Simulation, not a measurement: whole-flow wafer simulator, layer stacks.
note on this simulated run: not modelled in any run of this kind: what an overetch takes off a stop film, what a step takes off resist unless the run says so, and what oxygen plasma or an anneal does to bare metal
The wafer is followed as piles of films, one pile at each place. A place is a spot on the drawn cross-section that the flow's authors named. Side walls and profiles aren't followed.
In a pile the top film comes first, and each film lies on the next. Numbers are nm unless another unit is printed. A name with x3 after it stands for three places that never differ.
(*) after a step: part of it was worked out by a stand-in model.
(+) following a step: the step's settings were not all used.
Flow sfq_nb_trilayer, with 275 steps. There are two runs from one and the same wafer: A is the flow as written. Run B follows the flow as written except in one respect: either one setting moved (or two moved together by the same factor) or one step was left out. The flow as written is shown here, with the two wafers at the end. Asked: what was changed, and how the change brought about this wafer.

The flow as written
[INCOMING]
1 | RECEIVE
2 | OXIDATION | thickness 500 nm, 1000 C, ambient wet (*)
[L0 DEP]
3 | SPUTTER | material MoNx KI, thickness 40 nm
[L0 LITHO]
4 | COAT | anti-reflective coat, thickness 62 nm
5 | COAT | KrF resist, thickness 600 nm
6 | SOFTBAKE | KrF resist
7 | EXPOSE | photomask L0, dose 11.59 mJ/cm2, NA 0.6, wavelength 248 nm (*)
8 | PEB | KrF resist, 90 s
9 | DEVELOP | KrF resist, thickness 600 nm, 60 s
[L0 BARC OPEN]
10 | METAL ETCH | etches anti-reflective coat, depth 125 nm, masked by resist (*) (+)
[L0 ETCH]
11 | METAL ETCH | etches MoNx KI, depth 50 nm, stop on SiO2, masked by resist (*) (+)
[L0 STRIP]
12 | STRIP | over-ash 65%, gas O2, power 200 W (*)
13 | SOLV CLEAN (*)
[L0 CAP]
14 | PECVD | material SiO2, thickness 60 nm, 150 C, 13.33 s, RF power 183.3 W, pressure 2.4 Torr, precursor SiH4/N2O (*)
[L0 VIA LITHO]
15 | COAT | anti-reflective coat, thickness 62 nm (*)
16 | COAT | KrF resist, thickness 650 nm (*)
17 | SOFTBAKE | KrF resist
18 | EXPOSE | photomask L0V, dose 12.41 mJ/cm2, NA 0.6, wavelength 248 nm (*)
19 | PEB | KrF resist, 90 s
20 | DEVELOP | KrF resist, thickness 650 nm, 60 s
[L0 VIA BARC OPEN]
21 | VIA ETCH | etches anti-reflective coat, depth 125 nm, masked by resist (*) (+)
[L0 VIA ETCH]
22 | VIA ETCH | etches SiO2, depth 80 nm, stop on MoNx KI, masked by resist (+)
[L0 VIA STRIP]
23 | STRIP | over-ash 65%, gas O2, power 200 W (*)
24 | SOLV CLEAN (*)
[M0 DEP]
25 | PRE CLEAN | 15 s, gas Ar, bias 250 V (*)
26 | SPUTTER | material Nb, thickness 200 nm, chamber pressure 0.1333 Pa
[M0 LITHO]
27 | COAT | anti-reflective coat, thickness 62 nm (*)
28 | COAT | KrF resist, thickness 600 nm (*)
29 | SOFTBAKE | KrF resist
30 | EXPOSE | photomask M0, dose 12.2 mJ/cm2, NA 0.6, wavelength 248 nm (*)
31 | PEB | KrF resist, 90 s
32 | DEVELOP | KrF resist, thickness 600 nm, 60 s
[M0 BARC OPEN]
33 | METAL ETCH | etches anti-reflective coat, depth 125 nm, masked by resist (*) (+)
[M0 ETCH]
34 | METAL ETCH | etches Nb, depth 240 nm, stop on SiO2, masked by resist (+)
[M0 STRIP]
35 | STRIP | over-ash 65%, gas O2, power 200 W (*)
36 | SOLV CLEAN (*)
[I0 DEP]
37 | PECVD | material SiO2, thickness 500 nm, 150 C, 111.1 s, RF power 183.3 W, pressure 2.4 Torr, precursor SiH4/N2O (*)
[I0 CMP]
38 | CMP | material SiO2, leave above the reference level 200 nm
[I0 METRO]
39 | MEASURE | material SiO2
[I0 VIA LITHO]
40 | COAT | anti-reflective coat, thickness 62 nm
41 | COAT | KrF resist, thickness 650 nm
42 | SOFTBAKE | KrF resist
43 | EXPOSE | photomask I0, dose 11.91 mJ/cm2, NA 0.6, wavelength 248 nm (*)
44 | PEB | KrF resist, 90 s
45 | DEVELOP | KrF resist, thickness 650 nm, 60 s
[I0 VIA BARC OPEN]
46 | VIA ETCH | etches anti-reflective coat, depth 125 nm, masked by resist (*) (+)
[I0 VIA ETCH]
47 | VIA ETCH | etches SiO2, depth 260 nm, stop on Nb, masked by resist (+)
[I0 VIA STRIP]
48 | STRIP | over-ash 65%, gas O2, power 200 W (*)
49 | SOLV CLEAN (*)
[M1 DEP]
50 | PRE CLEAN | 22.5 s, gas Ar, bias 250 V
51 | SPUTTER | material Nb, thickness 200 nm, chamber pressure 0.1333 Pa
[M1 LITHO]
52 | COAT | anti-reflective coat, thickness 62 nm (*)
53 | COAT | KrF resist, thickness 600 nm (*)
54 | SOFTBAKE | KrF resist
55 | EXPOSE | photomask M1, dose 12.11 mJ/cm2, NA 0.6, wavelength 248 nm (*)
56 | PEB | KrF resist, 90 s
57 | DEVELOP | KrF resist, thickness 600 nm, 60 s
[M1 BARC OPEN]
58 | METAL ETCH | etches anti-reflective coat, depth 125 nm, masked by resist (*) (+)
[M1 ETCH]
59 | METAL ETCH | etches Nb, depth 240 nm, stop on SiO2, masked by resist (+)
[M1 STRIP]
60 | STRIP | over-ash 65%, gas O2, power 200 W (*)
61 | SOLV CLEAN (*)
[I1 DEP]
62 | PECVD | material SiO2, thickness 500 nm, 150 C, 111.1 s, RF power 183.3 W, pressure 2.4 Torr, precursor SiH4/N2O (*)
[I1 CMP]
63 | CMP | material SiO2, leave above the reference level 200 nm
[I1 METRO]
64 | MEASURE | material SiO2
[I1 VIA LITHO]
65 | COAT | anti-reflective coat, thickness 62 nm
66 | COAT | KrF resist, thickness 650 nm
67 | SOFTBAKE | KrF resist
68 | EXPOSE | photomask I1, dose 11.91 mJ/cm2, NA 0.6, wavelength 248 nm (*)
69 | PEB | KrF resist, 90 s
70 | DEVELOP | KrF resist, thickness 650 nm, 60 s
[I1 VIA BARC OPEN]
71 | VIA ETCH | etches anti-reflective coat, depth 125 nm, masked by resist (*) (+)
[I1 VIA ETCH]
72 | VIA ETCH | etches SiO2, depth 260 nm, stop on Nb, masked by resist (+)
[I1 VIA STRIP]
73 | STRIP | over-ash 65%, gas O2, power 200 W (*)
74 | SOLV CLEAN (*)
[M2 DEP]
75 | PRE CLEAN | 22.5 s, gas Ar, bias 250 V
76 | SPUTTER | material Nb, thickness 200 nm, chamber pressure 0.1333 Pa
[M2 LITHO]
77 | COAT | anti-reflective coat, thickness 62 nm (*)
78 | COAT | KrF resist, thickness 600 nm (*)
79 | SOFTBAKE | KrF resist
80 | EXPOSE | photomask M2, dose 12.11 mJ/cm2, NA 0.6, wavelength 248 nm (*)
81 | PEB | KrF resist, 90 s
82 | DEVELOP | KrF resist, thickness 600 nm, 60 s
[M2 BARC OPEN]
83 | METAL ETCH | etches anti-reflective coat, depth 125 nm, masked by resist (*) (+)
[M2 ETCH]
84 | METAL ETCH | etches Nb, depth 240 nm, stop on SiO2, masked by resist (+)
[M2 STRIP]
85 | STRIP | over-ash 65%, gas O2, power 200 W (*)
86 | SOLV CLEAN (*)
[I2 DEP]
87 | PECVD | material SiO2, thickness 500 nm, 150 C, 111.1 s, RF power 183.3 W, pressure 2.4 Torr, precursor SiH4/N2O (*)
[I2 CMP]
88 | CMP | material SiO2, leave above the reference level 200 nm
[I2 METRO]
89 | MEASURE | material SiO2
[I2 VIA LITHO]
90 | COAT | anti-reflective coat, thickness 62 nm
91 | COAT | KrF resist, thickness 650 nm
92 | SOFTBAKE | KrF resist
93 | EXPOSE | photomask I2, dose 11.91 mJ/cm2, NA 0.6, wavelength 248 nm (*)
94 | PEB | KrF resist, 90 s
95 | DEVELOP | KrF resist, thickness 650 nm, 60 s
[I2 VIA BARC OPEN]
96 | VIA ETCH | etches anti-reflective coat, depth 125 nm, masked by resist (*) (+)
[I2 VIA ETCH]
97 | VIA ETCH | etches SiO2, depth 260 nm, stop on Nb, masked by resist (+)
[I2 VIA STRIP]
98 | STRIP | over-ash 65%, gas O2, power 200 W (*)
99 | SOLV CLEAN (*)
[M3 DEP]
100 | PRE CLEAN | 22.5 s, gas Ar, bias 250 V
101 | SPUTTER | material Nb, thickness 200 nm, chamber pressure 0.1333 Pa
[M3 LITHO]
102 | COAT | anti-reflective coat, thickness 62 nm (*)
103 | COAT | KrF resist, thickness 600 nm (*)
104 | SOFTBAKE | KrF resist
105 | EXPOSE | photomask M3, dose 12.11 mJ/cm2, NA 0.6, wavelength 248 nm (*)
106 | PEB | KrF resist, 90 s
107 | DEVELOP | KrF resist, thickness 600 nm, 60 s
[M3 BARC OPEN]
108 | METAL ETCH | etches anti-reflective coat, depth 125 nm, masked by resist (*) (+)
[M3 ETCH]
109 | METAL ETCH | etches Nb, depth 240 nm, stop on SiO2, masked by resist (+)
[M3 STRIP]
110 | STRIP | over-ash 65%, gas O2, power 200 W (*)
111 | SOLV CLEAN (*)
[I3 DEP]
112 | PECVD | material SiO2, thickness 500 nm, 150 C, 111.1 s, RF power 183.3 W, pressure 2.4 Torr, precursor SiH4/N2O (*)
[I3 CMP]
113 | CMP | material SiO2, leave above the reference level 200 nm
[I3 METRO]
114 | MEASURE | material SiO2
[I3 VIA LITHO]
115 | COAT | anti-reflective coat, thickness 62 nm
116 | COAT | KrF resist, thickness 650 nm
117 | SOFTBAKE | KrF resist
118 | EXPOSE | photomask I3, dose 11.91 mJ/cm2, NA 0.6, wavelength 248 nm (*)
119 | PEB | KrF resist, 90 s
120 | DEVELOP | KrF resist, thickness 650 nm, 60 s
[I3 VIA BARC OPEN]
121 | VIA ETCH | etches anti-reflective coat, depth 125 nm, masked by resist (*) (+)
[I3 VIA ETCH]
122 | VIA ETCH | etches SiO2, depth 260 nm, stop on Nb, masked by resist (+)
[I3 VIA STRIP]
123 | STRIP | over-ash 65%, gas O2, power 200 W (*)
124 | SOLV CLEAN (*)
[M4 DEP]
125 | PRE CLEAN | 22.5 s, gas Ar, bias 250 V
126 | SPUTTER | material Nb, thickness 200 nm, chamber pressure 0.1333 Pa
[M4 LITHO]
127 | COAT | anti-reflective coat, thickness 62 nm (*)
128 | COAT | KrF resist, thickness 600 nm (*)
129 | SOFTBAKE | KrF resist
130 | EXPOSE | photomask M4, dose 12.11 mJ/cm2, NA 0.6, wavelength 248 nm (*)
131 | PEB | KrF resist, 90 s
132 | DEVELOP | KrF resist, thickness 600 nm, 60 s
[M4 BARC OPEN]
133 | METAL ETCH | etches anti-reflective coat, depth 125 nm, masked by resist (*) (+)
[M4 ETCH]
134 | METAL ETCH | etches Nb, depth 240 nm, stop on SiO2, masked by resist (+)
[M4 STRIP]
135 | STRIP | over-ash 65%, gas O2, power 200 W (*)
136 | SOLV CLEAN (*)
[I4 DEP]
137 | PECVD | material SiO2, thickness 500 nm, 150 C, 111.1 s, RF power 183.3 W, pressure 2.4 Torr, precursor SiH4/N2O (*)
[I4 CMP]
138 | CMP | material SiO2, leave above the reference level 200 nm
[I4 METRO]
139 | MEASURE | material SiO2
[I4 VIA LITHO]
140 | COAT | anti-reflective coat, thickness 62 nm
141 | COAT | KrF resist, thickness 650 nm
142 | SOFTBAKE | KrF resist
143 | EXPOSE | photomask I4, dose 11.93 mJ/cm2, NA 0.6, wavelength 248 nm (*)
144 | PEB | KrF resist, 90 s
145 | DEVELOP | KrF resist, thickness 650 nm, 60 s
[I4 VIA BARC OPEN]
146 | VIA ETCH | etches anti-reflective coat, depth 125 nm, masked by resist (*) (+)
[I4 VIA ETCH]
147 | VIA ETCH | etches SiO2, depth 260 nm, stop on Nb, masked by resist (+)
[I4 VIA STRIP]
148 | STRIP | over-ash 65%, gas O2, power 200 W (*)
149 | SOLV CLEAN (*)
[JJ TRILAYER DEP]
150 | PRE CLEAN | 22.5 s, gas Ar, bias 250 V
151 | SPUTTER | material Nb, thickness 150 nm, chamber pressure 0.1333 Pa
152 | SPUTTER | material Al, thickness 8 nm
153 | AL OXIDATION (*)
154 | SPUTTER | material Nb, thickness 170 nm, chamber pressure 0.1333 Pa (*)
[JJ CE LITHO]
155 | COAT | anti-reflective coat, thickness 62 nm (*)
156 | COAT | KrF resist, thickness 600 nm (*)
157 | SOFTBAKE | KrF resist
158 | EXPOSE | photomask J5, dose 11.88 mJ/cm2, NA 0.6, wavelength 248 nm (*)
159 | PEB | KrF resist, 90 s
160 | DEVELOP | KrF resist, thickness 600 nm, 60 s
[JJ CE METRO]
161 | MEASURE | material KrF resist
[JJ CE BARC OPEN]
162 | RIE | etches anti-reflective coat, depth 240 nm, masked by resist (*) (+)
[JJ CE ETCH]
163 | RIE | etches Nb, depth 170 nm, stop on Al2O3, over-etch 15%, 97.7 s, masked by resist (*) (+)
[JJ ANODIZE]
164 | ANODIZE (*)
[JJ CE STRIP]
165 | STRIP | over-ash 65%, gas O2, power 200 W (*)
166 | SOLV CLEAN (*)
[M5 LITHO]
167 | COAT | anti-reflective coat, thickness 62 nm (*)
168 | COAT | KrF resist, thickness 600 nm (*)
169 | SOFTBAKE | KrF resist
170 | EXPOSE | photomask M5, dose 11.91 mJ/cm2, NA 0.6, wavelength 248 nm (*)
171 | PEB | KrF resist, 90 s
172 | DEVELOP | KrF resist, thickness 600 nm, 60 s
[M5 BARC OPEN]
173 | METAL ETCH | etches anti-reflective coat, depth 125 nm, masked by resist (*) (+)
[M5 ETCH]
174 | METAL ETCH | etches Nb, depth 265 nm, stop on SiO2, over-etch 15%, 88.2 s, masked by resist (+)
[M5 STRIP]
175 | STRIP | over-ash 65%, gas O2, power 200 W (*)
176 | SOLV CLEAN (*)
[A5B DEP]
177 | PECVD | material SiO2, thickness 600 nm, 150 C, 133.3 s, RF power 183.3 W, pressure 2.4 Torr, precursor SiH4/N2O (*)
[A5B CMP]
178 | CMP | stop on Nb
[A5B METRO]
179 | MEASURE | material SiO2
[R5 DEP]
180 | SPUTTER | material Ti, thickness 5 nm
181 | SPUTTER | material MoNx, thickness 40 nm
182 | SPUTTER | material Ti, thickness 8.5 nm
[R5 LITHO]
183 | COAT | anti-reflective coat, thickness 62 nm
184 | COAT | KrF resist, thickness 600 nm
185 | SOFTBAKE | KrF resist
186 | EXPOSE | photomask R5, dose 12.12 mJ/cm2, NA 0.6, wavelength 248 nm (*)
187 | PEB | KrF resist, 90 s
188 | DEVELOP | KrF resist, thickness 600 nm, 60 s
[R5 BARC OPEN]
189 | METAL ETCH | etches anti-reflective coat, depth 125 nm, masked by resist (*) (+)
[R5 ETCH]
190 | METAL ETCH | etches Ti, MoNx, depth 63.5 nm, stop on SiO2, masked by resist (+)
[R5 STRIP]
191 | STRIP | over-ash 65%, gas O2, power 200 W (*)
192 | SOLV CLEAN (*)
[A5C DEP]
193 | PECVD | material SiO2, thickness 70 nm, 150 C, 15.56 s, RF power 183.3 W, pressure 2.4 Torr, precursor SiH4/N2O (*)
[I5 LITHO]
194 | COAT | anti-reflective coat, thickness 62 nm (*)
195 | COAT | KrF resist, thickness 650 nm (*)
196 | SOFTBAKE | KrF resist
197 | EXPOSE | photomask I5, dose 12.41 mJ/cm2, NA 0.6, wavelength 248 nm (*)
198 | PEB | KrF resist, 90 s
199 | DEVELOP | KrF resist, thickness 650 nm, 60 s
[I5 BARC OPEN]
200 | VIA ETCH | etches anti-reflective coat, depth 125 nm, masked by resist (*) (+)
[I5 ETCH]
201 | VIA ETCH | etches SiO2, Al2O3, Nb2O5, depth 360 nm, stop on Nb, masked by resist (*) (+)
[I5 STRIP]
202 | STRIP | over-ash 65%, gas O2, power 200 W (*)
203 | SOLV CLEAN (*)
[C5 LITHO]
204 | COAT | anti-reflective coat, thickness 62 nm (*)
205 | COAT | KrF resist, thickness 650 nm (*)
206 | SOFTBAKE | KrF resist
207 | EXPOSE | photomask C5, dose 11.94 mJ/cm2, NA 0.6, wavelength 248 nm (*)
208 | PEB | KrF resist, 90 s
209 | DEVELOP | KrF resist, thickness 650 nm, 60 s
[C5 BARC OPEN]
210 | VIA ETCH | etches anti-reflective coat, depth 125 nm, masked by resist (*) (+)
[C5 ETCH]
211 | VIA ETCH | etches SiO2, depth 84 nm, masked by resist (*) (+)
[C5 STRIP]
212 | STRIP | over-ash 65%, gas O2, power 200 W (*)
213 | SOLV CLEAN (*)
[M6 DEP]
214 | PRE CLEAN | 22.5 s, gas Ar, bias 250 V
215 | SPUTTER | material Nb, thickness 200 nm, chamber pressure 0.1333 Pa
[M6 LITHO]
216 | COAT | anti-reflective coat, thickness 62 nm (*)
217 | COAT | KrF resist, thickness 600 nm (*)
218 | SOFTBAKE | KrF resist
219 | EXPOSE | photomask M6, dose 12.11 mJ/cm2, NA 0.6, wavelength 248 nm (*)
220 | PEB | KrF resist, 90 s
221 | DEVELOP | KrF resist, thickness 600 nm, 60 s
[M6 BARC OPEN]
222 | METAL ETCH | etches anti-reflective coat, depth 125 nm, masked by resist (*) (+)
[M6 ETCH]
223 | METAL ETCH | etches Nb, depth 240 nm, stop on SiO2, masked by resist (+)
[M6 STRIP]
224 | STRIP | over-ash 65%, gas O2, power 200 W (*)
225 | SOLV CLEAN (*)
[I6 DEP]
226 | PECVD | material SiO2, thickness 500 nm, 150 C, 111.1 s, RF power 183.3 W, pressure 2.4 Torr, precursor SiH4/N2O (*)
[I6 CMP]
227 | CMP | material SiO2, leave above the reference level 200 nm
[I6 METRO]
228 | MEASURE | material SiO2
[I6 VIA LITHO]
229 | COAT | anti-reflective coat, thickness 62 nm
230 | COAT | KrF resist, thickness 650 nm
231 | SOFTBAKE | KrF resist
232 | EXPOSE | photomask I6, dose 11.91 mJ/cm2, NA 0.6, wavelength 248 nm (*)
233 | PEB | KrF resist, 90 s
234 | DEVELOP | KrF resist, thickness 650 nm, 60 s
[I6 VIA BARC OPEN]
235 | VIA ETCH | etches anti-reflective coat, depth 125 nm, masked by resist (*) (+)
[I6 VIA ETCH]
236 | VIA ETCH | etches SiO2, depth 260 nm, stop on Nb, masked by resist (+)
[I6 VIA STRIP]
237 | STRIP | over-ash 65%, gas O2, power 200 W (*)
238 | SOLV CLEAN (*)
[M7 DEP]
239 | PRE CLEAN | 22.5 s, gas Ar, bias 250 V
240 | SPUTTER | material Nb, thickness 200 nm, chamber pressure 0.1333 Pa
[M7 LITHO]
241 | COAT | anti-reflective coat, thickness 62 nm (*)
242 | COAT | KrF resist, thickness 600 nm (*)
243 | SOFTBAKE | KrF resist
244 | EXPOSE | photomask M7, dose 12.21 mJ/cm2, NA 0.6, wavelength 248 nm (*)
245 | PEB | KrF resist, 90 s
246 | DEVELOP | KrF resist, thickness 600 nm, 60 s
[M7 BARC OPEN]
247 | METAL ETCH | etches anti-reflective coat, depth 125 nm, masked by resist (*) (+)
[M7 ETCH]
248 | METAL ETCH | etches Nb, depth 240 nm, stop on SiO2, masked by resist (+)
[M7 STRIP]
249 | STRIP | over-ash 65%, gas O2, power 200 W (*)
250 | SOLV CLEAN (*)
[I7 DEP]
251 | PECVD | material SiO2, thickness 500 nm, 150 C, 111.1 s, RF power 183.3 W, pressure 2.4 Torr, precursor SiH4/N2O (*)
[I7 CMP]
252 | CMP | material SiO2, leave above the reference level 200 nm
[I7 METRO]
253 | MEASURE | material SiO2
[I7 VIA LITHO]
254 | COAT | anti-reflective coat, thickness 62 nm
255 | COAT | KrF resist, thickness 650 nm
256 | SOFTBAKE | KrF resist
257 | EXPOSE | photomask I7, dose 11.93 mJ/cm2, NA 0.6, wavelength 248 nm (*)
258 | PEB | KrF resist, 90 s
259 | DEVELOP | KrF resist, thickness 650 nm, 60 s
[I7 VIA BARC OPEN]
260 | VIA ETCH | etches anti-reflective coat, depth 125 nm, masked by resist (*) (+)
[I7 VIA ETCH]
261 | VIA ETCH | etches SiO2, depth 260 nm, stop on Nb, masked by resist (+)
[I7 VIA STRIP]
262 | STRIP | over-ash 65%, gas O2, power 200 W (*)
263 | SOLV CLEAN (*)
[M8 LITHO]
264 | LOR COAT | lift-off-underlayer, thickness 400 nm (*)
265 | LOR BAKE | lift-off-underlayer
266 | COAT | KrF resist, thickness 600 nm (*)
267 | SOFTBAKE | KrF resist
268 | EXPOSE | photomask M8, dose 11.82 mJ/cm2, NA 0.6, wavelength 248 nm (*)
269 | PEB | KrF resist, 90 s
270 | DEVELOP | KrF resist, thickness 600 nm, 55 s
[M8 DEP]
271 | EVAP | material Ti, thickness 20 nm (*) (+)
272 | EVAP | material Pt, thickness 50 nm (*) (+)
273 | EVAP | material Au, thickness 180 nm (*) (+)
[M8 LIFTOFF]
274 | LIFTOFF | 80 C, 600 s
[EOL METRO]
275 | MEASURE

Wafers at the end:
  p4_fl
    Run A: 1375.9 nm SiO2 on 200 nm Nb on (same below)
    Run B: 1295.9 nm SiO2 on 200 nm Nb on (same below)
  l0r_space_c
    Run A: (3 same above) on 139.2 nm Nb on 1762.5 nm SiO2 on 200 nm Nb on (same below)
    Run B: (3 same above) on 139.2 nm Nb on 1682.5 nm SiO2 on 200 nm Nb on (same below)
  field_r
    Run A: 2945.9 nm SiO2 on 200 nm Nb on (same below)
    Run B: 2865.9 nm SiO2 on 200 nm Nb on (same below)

Cause: step 138, CMP: leave above the reference level 120 nm was run, whereas the flow has leave above the reference level 200 nm.

Step by step, how the change led to this:
  138 | CMP | material SiO2, leave above the reference level 200 nm
      field_l, be, be_sur and 55 more: A SiO2 loses 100 | B SiO2 loses 180
      v_sur, via_wl, via_w and 35 more: A SiO2 loses 300 | B SiO2 loses 380
      (and at 10 other places as well)
  147 | VIA ETCH | etches SiO2, depth 260 nm, stop on Nb, masked by resist (+)
      field_l, v_sur, via_sp and 100 more: A KrF resist loses 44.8 | B KrF resist loses 31
      via_wl, via_w, via_wr: A SiO2 loses 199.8 (all of it) | B SiO2 loses 119.8 (all of it)
  148 | STRIP | over-ash 65%, gas O2, power 200 W (*)
      field_l, v_sur, via_sp and 100 more: A KrF resist loses 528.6 (all of it), anti-reflective coat loses 62 (all of it) | B KrF resist loses 542.4 (all of it), anti-reflective coat loses 62 (all of it)
  151 | SPUTTER | material Nb, thickness 150 nm, chamber pressure 0.1333 Pa
      via_wl, via_w, via_wr: A Nb gains 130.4 | B Nb gains 139.8
  152 | SPUTTER | material Al, thickness 8 nm
      via_wl, via_wr: A Al gains 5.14 (new film) | B Al gains 6.09 (new film)
      via_w: A Al gains 7.12 (new film) | B Al gains 7.81 (new film)
  154 | SPUTTER | material Nb, thickness 170 nm, chamber pressure 0.1333 Pa (*)
      via_wl, via_wr: A Nb gains 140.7 (new film) | B Nb gains 124.9 (new film)
      via_w: A Nb gains 141 (new film) | B Nb gains 166.4 (new film)
  155 | COAT | anti-reflective coat, thickness 62 nm (*)
      via_wl, via_wr: A anti-reflective coat gains 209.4 (new film) | B anti-reflective coat gains 180.5 (new film)
      v_sur: A anti-reflective coat gains 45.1 (new film) | B anti-reflective coat gains 49 (new film)
      (and at 2 other places as well)
  156 | COAT | KrF resist, thickness 600 nm (*)
      via_wl: A KrF resist gains 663 (new film) | B KrF resist gains 636.2 (new film)
      via_w: A KrF resist gains 763.8 (new film) | B KrF resist gains 678.9 (new film)
      (and at 1 other place as well)
  160 | DEVELOP | KrF resist, thickness 600 nm, 60 s
      via_wl: A KrF resist loses 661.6 (all of it) | B KrF resist loses 634.8 (all of it)
      via_w: A KrF resist loses 762.1 (all of it) | B KrF resist loses 677.4 (all of it)
      (and at 1 other place as well)
  162 | RIE | etches anti-reflective coat, depth 240 nm, masked by resist (*) (+)
      ce_l, c5j, ce_r, wl_jj: A KrF resist loses 209.4 | B KrF resist loses 180.5
      via_wl, via_wr: A anti-reflective coat loses 209.4 (all of it) | B anti-reflective coat loses 180.5 (all of it)
      (and at 3 other places as well)
  163 | RIE | etches Nb, depth 170 nm, stop on Al2O3, over-etch 15%, 97.7 s, masked by resist (*) (+)
      via_w: A Nb loses 141 (all of it), Al2O3 loses 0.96 (all of it) | B Nb loses 166.4 (all of it), Al2O3 loses 0.58
      via_wl, via_wr: A Nb loses 140.7 (all of it), Al2O3 loses 0.96 (all of it) | B Nb loses 124.9 (all of it), Al2O3 loses 0.96 (all of it)
  164 | ANODIZE (*)
      via_w: A Al2O3 gains 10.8 (new film), Nb2O5 gains 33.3 (new film), Al loses 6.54 (all of it), Nb loses 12 | B Al2O3 gains 11.9, Nb2O5 gains 30.6 (new film), Al loses 7.23 (all of it), Nb loses 11
      via_wl, via_wr: A Al2O3 gains 7.52 (new film), Nb2O5 gains 39.2 (new film), Al loses 4.56 (all of it), Nb loses 14.1 | B Al2O3 gains 9.09 (new film), Nb2O5 gains 36.4 (new film), Al loses 5.51 (all of it), Nb loses 13.1
  165 | STRIP | over-ash 65%, gas O2, power 200 W (*)
      c5j, ce_r: A KrF resist loses 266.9 (all of it), anti-reflective coat loses 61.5 (all of it) | B KrF resist loses 296.3 (all of it), anti-reflective coat loses 61.7 (all of it)
      ce_l: A KrF resist loses 266.8 (all of it), anti-reflective coat loses 61.4 (all of it) | B KrF resist loses 296.2 (all of it), anti-reflective coat loses 61.7 (all of it)
      (and at 1 other place as well)
  167 | COAT | anti-reflective coat, thickness 62 nm (*)
      via_wl: A anti-reflective coat gains 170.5 (new film) | B anti-reflective coat gains 112.3 (new film)
      via_w: A anti-reflective coat gains 84.1 (new film) | B anti-reflective coat gains 74.4 (new film)
      (and at 2 other places as well)
  168 | COAT | KrF resist, thickness 600 nm (*)
      v_sur: A KrF resist gains 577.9 (new film) | B KrF resist gains 591.3 (new film)
      via_w: A KrF resist gains 732.6 (new film) | B KrF resist gains 677.4 (new film)
  175 | STRIP | over-ash 65%, gas O2, power 200 W (*)
      v_sur: A KrF resist loses 349.2 (all of it), anti-reflective coat loses 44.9 (all of it) | B KrF resist loses 362.5 (all of it), anti-reflective coat loses 45.8 (all of it)
      via_wl: A KrF resist loses 427 (all of it), anti-reflective coat loses 170.5 (all of it) | B KrF resist loses 416 (all of it), anti-reflective coat loses 112.3 (all of it)
      (and at 3 other places as well)
  178 | CMP | stop on Nb
      via_wl, via_wr: A SiO2 loses 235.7 | B SiO2 loses 324.8
      via_w: A SiO2 loses 235.2 | B SiO2 loses 324.4
